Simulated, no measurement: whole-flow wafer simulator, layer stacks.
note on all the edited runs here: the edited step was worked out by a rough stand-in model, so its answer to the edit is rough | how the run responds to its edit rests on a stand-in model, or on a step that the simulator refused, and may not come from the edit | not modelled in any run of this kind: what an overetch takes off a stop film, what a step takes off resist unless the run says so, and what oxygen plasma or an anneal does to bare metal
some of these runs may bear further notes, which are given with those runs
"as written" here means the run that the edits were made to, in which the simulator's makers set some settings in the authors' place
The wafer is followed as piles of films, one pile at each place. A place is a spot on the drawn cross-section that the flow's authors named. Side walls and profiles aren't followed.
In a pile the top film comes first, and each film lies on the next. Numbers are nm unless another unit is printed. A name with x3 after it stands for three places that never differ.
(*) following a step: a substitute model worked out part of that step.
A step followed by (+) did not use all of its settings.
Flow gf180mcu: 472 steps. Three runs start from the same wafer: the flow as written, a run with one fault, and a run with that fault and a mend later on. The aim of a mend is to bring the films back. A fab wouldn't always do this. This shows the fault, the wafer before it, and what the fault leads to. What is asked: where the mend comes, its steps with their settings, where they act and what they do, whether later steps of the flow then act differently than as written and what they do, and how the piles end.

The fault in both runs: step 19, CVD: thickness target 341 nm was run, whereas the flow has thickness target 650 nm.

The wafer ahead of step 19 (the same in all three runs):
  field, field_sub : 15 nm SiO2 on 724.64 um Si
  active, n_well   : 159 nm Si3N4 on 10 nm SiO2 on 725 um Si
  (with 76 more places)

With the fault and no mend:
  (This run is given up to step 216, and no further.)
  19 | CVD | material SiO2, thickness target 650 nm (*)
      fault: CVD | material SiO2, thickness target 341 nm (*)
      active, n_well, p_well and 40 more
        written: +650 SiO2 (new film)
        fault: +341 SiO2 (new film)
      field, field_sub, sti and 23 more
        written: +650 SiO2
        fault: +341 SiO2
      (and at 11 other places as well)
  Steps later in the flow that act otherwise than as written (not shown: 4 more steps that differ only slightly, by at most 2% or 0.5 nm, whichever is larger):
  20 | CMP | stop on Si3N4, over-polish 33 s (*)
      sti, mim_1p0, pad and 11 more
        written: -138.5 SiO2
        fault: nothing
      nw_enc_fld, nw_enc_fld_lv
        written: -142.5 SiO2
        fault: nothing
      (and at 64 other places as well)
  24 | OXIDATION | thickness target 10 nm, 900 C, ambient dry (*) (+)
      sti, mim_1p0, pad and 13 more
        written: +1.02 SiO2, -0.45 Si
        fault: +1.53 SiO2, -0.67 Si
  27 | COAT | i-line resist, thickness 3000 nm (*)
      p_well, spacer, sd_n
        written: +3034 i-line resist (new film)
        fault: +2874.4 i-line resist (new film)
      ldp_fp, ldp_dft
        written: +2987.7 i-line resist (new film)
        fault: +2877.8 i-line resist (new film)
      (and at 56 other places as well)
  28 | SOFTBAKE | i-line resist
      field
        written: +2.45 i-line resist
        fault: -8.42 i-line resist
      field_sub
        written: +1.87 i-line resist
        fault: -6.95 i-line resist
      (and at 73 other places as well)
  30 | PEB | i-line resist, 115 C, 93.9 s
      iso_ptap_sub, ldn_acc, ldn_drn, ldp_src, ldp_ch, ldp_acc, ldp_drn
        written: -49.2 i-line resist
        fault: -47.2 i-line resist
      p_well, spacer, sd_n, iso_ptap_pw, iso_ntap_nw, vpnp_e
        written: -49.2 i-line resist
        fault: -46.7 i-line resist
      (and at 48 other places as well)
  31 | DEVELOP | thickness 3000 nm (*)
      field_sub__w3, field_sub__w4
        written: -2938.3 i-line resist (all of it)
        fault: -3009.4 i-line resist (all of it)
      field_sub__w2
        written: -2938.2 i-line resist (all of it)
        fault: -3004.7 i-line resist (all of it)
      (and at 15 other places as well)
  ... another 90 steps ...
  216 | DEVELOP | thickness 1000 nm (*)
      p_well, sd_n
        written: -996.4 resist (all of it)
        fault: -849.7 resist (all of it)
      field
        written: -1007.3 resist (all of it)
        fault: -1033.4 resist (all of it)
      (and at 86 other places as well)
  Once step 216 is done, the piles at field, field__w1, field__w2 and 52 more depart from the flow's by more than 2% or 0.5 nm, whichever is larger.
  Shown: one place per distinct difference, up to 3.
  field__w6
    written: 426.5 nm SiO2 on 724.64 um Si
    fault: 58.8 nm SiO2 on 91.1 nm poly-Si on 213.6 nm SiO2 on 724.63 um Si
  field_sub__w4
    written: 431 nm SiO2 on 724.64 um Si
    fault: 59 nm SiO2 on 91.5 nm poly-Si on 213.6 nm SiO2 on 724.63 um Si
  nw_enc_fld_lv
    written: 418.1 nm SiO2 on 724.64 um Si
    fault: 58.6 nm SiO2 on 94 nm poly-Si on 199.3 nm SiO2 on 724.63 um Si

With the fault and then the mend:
  The mend stands after step 19.
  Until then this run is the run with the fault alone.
  19a | CVD | material SiO2, thickness target 309 nm (*) (a further turn of the flow's step 19, with different settings)
      field, field_sub, active and 77 more
        +309 SiO2
  Later steps of the flow that are run all act as written at every place that is followed, up to a difference of at most 2% or 0.5 nm, whichever is larger.
  When the end is reached, the piles differ only a little from the flow's at the places that both follow, at most by 2% or 0.5 nm, whichever is larger.
